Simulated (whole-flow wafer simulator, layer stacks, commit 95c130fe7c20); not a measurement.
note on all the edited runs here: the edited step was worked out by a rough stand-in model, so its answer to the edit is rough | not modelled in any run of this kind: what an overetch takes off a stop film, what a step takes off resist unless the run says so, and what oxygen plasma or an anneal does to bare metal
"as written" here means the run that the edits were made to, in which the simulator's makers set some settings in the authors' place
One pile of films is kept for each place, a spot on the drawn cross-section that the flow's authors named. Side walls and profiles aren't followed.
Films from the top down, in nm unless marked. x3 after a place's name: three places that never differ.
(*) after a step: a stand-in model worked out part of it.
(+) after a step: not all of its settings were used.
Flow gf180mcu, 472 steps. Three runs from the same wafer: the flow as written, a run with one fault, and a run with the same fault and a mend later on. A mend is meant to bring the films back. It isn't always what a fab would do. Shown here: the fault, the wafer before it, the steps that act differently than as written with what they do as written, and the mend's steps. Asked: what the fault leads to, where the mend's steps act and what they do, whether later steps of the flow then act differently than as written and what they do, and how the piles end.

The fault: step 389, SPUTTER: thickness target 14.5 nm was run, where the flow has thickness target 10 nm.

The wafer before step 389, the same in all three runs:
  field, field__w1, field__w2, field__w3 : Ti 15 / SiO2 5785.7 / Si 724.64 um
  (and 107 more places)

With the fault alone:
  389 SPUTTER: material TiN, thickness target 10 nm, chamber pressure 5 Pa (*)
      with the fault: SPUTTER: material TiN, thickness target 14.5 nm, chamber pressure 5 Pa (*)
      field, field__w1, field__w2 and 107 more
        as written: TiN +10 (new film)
        with the fault: TiN +14.5 (new film)
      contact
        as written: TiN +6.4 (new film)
        with the fault: TiN +9.28 (new film)
  Later steps of the flow that act differently than as written (1 more step differs only slightly, by at most 2% or 0.5 nm, whichever is larger, and isn't shown):
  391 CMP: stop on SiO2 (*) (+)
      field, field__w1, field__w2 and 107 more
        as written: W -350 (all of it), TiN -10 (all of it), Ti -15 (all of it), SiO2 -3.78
        with the fault: W -350 (all of it), TiN -14.5 (all of it), Ti -15 (all of it), SiO2 -3.83
  At the end the piles differ from the flow's by more than 2% or 0.5 nm, whichever is larger, at contact.
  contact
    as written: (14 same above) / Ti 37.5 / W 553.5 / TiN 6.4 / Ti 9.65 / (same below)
    with the fault: (14 same above) / Ti 37.5 / W 550.6 / TiN 9.28 / Ti 9.65 / (same below)

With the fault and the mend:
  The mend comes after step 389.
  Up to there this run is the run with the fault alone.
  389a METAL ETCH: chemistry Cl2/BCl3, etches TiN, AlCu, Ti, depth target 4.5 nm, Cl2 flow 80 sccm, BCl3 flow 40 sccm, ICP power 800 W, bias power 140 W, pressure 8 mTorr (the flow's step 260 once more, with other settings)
      field, field__w1, field__w2 and 108 more
        TiN -4.5
  No later step of the flow acts differently than as written, at any place that is followed, by more than 2% or 0.5 nm, whichever is larger.
  At the end the piles differ from the flow's by more than 2% or 0.5 nm, whichever is larger, at contact.
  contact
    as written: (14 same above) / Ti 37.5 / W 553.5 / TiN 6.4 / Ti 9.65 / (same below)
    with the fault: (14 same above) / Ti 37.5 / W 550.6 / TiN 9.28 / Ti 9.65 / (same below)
    with the mend: (14 same above) / Ti 37.5 / W 555.1 / TiN 4.78 / Ti 9.65 / (same below)
